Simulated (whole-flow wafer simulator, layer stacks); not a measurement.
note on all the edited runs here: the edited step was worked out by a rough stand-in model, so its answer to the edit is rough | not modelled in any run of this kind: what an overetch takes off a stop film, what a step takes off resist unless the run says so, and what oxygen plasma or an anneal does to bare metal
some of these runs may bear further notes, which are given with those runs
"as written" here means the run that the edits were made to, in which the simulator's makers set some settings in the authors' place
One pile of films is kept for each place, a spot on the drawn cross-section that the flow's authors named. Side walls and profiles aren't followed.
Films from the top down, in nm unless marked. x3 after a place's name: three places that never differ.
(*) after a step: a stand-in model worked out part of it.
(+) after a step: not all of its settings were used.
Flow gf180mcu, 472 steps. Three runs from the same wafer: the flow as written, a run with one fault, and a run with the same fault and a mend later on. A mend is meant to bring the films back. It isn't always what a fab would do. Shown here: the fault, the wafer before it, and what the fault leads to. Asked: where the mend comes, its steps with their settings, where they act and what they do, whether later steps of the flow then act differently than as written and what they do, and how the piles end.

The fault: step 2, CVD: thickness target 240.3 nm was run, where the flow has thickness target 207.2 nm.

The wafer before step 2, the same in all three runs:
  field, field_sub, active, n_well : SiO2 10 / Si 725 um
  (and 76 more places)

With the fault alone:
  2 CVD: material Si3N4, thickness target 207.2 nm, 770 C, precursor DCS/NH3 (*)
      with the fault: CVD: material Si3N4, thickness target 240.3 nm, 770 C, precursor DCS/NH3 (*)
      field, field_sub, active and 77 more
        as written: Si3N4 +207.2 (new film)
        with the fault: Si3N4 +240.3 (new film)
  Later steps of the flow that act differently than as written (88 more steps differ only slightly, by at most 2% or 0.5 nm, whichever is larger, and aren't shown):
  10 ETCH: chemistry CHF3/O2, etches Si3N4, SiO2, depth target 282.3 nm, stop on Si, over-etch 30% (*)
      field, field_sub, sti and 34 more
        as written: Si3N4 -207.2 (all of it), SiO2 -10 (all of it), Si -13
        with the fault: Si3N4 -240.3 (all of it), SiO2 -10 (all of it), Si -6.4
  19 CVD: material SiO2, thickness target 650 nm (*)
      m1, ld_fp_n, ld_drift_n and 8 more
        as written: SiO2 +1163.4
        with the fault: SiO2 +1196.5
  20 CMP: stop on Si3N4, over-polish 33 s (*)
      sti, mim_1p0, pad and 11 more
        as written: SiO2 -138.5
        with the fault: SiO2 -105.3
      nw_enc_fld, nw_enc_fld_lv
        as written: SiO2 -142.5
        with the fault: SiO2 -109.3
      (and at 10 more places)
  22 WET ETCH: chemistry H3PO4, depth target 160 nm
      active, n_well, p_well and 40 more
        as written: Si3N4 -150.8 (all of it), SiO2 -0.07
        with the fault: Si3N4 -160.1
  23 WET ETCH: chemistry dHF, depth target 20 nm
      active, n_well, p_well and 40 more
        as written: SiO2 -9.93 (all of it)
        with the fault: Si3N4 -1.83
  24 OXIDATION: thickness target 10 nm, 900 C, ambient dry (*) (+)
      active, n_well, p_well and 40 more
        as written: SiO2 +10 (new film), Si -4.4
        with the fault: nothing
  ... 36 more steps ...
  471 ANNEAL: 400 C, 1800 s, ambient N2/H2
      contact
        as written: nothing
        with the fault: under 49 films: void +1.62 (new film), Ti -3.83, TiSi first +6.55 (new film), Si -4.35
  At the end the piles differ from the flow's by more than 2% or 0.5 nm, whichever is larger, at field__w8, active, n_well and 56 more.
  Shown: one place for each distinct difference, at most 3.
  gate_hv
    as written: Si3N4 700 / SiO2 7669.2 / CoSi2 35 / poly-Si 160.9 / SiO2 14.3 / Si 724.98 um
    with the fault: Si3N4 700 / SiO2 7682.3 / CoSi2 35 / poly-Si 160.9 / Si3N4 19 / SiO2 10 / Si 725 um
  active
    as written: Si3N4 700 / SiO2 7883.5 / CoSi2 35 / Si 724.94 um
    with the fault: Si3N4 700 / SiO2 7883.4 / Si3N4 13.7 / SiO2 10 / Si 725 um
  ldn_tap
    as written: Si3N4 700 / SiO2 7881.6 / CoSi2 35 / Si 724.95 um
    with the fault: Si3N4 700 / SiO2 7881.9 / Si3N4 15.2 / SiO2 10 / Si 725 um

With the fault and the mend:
  The mend comes after step 9.
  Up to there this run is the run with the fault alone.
  9a STRIP: chemistry O2/N2, power 2160 W, pressure 1700 mTorr (*)
      active, n_well, p_well and 40 more
        KrF resist -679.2 (all of it)
  9b WET ETCH: chemistry H3PO4, depth target 33.15 nm, 160 C
      field, field_sub, active and 77 more
        Si3N4 -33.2
  9c HMDS: 120 C, 60 s (the flow's step 4 once more)
      changes no film at any place that is followed
  9d COAT: KrF resist, thickness 700 nm (the flow's step 5 once more)
      field, field_sub, active and 77 more
        KrF resist +700 (new film)
  9e SOFTBAKE: KrF resist (the flow's step 6 once more)
      changes no film at any place that is followed
  9f EXPOSE: photomask COMP (the flow's step 7 once more)
      changes no film at any place that is followed
  9g PEB: KrF resist, 135 C, 90 s (the flow's step 8 once more)
      field, field_sub, active and 77 more
        KrF resist -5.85
  9h DEVELOP: thickness 700 nm, 60 s (the flow's step 9 once more)
      active, n_well, p_well and 40 more
        KrF resist -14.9
      field, field_sub, sti and 34 more
        KrF resist -694.2 (all of it)
  No later step of the flow acts differently than as written, at any place that is followed, by more than 2% or 0.5 nm, whichever is larger.
  At the end the piles are the same as the flow's at every place that both follow.
